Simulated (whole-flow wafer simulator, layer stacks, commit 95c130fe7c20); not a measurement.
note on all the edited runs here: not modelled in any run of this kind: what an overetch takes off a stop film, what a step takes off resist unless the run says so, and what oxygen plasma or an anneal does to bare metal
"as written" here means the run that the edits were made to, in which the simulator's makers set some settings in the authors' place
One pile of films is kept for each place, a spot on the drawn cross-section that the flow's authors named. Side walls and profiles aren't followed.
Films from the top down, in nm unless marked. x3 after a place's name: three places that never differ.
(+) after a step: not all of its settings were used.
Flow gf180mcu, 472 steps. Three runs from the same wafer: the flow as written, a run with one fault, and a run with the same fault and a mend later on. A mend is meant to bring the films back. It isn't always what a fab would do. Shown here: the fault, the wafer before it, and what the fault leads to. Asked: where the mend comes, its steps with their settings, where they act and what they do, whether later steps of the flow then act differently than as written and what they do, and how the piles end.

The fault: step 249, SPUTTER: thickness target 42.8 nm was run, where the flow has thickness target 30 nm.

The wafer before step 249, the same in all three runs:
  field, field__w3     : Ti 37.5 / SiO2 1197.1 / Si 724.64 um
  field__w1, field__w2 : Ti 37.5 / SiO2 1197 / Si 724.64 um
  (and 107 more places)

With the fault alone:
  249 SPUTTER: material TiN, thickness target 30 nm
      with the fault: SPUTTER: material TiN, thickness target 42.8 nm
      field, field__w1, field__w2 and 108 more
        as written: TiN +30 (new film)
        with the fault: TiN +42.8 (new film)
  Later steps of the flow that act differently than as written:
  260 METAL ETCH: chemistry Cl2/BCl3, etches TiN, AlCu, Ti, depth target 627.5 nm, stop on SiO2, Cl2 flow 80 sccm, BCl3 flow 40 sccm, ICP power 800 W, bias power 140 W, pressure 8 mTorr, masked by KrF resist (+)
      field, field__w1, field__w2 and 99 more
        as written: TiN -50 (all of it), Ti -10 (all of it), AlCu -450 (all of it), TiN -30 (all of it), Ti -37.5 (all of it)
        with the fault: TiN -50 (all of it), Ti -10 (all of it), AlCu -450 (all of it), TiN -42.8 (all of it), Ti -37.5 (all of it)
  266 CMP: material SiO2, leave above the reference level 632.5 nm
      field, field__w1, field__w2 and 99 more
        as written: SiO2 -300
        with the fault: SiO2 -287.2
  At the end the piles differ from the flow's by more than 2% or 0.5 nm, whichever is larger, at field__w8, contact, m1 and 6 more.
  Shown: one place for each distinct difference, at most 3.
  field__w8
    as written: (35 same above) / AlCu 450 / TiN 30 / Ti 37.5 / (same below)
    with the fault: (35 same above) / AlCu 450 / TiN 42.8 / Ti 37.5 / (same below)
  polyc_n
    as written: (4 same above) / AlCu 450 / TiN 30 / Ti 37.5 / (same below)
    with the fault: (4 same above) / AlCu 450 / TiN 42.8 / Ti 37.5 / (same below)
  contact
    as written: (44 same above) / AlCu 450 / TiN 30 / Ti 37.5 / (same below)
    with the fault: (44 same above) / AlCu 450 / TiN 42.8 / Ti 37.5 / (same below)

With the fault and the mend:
  The mend comes after step 249.
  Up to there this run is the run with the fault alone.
  249a METAL ETCH: chemistry Cl2/BCl3, etches TiN, AlCu, Ti, depth target 12.8 nm, Cl2 flow 80 sccm, BCl3 flow 40 sccm, ICP power 800 W, bias power 140 W, pressure 8 mTorr
      field, field__w1, field__w2 and 108 more
        TiN -12.8
  No later step of the flow acts differently than as written at any place that is followed.
  At the end the piles are the same as the flow's at every place that both follow.
